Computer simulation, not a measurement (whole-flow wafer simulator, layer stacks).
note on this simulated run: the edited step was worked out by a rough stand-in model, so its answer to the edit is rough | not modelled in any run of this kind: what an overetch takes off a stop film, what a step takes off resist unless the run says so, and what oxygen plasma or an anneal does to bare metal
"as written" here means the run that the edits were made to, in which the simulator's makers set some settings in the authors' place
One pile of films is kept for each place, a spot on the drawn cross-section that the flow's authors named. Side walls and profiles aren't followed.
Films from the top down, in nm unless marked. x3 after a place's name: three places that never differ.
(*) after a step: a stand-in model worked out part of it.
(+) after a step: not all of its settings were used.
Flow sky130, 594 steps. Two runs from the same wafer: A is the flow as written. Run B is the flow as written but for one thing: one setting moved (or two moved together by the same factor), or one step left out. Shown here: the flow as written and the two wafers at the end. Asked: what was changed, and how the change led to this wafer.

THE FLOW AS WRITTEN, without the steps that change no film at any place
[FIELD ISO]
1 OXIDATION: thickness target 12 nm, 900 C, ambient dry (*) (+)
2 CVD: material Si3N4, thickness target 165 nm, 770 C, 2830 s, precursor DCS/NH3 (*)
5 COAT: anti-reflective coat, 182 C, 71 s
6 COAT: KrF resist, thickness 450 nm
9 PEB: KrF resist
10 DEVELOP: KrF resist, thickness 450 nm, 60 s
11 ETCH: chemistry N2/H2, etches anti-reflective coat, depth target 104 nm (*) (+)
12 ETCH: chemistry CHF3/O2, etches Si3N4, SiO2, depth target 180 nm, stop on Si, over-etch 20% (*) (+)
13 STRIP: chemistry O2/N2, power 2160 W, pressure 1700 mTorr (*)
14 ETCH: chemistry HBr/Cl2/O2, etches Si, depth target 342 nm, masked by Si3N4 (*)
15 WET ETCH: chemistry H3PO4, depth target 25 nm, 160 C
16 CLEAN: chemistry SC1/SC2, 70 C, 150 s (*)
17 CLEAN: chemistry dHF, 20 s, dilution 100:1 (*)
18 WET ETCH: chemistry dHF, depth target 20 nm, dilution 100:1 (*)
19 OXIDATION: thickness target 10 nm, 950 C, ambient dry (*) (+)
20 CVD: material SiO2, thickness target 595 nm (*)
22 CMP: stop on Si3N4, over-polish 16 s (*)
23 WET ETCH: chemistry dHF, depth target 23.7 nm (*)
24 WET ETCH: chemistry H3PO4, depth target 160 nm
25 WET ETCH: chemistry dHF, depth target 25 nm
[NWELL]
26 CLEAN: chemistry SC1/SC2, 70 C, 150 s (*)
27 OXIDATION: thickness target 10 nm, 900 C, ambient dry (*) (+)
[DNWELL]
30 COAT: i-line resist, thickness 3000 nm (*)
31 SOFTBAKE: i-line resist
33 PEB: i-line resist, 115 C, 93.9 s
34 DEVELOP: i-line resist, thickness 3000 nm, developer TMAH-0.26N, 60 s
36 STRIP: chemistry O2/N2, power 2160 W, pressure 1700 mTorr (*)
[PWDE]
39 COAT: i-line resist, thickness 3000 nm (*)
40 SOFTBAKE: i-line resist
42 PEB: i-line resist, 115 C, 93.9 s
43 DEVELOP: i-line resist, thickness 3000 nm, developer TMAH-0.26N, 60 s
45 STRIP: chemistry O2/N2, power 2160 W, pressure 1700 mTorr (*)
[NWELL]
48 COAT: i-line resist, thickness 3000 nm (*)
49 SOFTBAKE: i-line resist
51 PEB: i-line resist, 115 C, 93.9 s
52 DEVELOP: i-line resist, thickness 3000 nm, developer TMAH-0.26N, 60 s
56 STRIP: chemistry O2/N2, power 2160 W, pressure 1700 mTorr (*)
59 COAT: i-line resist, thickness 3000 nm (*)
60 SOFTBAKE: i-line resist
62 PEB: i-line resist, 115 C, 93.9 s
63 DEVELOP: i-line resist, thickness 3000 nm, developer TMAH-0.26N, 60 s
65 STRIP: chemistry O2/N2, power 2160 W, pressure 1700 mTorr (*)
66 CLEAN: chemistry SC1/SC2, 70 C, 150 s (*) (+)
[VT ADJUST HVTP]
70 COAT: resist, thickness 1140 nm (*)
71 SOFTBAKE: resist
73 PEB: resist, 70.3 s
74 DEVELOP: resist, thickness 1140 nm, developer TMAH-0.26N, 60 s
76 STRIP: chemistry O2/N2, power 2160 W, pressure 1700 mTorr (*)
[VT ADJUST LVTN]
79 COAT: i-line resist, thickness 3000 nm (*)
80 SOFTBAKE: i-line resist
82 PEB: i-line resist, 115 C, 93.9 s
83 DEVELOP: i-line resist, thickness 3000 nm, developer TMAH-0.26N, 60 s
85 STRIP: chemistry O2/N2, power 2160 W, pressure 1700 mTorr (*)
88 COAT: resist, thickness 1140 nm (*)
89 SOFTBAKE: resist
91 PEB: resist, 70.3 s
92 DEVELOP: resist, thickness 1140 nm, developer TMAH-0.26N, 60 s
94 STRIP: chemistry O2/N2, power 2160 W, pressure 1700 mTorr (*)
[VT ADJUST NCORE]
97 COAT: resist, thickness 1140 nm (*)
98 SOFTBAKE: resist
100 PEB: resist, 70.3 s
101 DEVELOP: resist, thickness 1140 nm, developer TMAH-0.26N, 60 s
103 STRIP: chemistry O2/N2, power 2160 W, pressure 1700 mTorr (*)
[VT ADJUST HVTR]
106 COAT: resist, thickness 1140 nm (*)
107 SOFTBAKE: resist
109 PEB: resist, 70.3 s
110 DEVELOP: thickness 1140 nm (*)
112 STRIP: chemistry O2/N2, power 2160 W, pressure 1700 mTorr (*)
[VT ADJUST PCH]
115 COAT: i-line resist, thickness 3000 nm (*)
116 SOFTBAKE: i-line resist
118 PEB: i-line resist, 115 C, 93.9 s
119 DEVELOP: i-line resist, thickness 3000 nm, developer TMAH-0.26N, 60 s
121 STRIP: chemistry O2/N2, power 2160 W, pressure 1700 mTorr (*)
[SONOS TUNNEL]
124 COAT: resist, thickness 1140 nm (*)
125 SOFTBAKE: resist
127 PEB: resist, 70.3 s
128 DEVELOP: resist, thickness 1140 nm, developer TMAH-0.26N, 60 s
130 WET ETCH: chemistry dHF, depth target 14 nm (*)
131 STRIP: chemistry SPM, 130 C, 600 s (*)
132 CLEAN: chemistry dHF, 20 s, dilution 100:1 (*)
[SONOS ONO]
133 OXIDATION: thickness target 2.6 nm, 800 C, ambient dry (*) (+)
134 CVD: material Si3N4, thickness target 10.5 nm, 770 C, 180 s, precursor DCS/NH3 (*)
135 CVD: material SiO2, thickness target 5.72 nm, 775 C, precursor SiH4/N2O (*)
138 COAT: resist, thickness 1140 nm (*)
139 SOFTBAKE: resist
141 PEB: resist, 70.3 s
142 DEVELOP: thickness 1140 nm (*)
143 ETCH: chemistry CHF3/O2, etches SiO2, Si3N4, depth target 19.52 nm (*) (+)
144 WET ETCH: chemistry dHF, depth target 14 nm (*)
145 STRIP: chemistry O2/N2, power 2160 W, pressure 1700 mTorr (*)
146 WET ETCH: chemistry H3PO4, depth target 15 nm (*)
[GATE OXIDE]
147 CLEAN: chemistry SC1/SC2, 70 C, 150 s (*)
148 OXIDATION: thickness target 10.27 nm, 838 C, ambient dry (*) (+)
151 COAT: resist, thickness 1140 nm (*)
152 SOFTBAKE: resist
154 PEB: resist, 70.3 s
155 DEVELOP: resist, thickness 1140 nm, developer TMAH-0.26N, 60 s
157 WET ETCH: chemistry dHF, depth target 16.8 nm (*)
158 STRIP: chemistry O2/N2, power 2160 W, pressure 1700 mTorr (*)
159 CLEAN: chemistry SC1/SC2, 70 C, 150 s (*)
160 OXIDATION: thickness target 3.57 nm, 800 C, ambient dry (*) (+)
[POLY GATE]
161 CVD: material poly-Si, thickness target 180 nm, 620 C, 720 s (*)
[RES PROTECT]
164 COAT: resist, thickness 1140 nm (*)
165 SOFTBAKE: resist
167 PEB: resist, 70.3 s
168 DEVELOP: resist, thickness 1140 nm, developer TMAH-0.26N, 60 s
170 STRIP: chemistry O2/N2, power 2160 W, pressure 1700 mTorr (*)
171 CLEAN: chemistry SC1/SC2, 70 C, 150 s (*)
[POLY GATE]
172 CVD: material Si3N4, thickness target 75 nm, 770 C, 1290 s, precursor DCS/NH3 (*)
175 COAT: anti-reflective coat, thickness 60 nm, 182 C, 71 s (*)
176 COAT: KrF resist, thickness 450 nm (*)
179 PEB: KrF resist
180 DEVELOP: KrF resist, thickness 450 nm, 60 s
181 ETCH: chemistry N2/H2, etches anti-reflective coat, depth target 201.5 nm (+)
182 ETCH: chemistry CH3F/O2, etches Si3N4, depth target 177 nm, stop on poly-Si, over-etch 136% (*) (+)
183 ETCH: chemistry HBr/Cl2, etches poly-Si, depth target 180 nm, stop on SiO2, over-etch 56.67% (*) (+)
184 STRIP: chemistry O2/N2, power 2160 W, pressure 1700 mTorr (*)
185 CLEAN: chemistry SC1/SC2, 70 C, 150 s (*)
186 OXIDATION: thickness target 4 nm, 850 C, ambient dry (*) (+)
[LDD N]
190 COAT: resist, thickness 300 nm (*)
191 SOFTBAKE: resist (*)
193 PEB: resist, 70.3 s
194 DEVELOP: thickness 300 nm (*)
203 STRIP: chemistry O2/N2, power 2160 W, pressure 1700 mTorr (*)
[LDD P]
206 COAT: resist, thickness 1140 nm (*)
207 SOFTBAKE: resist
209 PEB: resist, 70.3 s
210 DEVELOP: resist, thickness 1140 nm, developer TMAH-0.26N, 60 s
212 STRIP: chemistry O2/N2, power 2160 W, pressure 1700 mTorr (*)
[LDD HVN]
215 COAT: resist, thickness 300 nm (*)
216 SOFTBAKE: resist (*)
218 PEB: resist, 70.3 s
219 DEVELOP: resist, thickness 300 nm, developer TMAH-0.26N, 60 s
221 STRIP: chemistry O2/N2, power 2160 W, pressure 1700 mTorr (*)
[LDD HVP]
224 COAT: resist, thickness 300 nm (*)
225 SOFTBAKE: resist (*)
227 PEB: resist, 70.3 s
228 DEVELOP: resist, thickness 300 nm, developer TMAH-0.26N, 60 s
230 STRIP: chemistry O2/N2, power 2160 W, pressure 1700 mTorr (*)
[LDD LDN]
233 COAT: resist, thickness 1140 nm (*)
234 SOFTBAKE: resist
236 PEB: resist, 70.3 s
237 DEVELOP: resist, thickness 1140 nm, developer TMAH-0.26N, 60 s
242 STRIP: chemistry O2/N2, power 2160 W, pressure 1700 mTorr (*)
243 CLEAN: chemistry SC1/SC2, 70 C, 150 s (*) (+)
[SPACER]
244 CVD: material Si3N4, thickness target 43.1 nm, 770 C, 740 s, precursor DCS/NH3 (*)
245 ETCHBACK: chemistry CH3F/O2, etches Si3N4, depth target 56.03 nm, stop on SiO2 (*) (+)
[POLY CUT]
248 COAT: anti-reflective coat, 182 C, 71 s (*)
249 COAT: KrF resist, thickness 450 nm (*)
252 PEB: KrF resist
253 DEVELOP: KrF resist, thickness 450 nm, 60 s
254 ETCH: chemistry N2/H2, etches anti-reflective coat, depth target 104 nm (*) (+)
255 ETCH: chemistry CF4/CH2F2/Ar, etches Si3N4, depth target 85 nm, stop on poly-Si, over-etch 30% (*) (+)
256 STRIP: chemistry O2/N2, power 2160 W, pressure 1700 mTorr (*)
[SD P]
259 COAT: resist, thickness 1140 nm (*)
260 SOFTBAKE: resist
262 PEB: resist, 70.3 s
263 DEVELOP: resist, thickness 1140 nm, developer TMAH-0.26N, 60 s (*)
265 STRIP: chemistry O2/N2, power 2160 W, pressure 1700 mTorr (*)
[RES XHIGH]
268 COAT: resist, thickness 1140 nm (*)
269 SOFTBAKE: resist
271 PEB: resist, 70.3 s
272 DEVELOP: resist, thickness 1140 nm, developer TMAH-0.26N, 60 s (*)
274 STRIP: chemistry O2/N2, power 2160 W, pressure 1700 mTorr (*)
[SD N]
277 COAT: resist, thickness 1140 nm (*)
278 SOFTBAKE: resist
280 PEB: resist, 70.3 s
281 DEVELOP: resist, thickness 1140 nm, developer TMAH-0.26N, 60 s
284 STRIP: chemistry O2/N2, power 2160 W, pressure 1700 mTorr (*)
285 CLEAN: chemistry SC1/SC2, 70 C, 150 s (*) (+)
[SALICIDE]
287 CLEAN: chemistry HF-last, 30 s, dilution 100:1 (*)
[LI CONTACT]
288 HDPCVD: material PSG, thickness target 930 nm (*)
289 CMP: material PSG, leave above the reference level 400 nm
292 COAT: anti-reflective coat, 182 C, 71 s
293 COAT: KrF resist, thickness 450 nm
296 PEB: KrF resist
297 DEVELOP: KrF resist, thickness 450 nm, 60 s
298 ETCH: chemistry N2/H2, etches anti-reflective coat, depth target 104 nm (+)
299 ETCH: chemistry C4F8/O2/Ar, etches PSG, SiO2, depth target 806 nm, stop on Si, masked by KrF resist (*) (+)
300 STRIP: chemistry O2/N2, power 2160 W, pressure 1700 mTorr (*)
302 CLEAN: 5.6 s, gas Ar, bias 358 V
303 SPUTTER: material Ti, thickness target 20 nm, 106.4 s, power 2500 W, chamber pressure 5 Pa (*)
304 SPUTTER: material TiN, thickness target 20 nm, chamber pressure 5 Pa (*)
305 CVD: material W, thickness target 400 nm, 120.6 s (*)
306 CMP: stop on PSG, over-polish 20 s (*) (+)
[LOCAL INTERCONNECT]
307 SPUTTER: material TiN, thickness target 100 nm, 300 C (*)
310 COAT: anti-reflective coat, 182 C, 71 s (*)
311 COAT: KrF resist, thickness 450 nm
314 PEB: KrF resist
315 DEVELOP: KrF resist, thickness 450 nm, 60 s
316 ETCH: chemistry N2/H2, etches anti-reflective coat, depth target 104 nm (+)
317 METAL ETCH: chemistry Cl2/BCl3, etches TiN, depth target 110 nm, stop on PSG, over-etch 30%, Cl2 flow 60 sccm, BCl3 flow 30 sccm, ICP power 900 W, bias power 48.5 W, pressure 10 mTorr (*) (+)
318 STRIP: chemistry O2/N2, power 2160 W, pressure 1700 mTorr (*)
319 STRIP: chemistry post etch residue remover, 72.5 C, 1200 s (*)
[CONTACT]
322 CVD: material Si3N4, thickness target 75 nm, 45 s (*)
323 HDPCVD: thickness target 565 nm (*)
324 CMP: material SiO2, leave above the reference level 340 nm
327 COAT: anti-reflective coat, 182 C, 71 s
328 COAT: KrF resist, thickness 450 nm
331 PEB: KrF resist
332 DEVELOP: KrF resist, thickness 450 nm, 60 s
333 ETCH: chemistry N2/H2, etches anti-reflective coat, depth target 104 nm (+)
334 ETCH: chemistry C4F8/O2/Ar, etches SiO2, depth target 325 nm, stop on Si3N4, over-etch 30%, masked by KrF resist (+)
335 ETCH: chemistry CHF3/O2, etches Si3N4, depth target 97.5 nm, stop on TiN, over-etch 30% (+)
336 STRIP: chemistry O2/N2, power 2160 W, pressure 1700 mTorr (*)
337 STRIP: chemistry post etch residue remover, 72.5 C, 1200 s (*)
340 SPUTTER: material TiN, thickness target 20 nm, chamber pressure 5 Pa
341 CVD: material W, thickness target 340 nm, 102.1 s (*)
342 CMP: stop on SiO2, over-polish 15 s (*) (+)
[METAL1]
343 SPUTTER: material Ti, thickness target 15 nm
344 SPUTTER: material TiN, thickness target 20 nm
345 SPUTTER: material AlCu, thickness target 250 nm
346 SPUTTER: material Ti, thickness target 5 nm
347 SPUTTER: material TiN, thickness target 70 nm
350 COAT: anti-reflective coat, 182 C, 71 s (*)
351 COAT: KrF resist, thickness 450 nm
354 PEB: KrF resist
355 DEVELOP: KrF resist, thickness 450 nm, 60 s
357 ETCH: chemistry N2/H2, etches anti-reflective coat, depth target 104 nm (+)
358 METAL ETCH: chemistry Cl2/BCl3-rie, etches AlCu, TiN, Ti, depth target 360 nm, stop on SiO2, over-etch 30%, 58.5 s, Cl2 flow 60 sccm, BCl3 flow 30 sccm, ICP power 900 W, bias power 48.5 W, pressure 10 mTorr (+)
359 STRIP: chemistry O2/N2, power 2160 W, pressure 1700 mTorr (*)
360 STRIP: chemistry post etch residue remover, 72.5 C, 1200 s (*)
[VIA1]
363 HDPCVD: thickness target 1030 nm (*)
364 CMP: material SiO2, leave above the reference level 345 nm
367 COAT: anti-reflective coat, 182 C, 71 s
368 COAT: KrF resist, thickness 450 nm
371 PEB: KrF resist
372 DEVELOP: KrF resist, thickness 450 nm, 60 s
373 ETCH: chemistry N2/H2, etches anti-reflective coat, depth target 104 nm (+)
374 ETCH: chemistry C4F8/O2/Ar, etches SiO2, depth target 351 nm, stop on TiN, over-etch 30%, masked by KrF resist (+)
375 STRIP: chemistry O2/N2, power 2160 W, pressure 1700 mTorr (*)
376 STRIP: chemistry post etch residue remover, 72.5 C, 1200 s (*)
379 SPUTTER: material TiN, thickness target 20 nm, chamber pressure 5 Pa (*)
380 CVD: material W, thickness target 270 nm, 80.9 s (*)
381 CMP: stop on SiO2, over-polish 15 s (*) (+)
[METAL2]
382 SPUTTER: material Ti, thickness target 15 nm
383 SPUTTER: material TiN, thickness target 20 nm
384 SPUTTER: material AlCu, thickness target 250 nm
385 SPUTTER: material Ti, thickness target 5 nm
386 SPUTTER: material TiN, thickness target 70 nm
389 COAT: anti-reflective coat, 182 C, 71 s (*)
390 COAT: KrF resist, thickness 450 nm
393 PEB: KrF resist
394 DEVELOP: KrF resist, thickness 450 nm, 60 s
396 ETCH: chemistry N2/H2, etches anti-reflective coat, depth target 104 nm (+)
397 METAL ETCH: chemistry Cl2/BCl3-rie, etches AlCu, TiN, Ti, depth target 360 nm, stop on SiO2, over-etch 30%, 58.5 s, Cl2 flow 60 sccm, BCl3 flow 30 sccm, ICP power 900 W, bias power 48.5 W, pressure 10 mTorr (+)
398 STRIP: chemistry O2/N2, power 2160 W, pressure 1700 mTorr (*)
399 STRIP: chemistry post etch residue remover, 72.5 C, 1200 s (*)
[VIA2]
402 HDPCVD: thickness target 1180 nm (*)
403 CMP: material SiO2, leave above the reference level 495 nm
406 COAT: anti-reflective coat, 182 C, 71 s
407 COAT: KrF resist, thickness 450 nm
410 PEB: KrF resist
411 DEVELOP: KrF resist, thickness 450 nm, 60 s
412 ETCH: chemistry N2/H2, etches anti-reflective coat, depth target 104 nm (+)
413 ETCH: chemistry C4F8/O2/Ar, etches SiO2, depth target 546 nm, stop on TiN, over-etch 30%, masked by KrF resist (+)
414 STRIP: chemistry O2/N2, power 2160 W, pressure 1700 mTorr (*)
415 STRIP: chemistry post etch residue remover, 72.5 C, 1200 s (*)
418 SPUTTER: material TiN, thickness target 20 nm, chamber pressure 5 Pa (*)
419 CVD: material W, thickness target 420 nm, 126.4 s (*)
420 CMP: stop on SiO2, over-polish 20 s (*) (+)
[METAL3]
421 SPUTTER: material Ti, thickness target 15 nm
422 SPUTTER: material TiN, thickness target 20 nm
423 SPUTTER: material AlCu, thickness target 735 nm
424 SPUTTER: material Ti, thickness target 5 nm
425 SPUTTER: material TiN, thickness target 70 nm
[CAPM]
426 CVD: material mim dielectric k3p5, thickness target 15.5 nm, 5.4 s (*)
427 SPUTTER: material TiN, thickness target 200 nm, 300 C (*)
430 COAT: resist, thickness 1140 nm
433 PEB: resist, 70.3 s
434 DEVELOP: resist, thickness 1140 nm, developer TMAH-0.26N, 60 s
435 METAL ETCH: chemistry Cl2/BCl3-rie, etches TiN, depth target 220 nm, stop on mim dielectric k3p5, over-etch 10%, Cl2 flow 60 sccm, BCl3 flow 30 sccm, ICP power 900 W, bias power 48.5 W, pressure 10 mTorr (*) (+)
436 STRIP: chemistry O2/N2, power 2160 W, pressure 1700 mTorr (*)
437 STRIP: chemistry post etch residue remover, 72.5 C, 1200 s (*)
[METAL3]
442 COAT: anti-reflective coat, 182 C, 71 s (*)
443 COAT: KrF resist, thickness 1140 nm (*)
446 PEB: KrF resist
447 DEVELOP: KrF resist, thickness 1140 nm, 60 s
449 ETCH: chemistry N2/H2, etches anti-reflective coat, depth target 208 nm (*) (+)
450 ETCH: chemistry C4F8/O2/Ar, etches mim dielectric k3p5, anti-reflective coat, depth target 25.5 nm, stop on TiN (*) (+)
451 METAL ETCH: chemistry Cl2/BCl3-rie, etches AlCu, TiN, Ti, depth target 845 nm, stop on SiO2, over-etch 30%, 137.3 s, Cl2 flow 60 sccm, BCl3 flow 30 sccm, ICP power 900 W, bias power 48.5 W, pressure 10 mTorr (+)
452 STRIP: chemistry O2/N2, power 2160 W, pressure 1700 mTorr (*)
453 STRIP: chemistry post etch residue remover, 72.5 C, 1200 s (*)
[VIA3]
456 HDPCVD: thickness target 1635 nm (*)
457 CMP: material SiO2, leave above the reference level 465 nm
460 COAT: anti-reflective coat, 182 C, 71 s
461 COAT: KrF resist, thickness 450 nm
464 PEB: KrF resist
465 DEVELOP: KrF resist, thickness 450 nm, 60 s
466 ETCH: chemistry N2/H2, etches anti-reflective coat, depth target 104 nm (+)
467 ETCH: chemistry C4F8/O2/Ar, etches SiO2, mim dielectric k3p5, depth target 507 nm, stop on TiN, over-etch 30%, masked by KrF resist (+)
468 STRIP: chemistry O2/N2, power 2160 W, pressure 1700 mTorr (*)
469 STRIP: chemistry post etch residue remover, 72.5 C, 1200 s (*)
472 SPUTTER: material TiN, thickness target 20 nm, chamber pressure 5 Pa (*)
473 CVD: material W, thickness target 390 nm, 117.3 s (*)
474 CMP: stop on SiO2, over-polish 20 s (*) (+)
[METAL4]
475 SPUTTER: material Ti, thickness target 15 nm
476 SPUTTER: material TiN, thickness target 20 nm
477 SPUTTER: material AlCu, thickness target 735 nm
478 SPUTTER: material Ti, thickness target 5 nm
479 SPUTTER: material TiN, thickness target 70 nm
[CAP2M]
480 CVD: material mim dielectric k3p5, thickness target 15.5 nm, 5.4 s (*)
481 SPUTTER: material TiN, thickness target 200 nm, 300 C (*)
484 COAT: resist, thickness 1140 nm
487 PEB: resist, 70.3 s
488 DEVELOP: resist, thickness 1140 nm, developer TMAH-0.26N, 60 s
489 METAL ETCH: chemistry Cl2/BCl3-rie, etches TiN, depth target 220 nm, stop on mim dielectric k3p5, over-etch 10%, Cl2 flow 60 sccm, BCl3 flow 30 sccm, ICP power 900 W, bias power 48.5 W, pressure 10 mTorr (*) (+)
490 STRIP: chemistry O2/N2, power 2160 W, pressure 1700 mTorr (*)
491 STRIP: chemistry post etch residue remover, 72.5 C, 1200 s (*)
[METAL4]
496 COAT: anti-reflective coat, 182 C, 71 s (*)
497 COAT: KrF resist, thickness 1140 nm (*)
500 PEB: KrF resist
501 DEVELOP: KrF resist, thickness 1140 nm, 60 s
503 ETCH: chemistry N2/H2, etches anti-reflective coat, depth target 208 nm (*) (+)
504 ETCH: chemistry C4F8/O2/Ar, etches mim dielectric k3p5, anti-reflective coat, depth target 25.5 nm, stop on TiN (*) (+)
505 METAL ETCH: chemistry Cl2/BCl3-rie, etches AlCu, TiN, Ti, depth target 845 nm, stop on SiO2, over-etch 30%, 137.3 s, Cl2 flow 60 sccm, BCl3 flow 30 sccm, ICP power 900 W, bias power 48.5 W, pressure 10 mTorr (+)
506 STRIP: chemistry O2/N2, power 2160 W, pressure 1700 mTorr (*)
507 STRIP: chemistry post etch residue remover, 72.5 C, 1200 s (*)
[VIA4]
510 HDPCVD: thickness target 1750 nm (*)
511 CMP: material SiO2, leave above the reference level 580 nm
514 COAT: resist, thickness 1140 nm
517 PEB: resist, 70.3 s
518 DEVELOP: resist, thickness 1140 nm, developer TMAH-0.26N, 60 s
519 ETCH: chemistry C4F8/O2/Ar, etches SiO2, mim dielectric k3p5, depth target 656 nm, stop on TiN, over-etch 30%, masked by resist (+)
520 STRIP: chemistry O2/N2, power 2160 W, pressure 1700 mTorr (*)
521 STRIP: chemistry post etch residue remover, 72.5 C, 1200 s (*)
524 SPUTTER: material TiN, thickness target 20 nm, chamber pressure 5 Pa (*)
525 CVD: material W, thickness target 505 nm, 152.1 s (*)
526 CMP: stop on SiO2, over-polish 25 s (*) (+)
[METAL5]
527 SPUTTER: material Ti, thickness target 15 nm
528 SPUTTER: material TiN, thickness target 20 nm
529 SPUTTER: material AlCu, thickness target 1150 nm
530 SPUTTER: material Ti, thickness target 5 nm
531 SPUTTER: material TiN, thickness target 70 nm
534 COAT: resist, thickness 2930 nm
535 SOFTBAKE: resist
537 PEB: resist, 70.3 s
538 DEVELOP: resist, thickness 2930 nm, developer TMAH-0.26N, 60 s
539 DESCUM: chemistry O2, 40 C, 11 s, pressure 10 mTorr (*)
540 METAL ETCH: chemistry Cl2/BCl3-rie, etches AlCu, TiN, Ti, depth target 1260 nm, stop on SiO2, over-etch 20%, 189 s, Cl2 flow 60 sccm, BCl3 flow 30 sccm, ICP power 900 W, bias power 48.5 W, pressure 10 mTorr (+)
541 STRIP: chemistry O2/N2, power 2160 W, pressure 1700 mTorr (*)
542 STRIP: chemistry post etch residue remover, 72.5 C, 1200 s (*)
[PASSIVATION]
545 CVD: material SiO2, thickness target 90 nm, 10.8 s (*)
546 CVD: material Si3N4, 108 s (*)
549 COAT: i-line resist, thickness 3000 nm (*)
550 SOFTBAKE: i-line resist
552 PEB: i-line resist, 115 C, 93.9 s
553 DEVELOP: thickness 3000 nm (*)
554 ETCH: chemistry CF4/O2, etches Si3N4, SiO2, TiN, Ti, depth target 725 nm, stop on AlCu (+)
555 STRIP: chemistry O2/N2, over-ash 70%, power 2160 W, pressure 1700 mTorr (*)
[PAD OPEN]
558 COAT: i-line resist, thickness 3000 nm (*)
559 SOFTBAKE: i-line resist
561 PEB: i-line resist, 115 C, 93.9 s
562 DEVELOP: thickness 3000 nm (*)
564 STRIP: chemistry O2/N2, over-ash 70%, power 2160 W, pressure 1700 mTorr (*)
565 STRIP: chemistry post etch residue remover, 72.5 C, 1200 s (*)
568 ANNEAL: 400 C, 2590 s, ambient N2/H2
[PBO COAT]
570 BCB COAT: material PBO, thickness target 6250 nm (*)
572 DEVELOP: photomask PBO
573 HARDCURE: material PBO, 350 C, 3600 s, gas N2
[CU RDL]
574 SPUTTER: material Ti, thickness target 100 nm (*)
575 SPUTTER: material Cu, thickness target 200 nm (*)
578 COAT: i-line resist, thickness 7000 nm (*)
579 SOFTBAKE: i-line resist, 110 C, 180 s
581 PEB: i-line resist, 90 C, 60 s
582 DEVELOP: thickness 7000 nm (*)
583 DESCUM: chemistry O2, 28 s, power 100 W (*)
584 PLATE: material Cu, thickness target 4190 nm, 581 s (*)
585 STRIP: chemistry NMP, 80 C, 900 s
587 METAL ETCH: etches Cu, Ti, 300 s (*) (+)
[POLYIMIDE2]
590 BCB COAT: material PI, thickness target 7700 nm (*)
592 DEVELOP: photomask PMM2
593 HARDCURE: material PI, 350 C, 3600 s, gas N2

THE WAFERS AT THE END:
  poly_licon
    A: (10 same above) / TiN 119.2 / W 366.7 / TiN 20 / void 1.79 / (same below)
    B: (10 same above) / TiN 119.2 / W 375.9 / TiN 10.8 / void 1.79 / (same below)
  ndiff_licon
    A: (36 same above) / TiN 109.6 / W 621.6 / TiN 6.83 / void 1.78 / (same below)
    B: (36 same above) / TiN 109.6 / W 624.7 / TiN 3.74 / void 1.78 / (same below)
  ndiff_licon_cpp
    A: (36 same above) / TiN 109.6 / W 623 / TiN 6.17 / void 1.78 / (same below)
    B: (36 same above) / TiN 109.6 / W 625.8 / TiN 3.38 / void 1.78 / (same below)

The cause: step 304, SPUTTER: thickness target 10.8 nm was run, where the flow has thickness target 20 nm.
It can be read off the wafer: poly_licon has TiN 10.8, and step 304 as written asks for 20 nm.

How the change led to this, step by step:
  304 SPUTTER: material TiN, thickness target 20 nm, chamber pressure 5 Pa (*)
      field, active, n_well and 185 more: A TiN +20 (new film) | B TiN +10.8 (new film)
      ndiff_licon: A TiN +6.83 (new film) | B TiN +3.74 (new film)
      (and at 2 more places)
  306 CMP: stop on PSG, over-polish 20 s (*) (+)
      field, active, n_well and 184 more: A W -400 (all of it), TiN -20 (all of it), Ti -20 (all of it), PSG -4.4 | B W -400 (all of it), TiN -10.8 (all of it), Ti -20 (all of it), PSG -4.4
      ndiff_licon, ndiff_licon_cpp, rpo_hd_licon: A W -444.9 | B W -435.7
      (and at 1 more place)
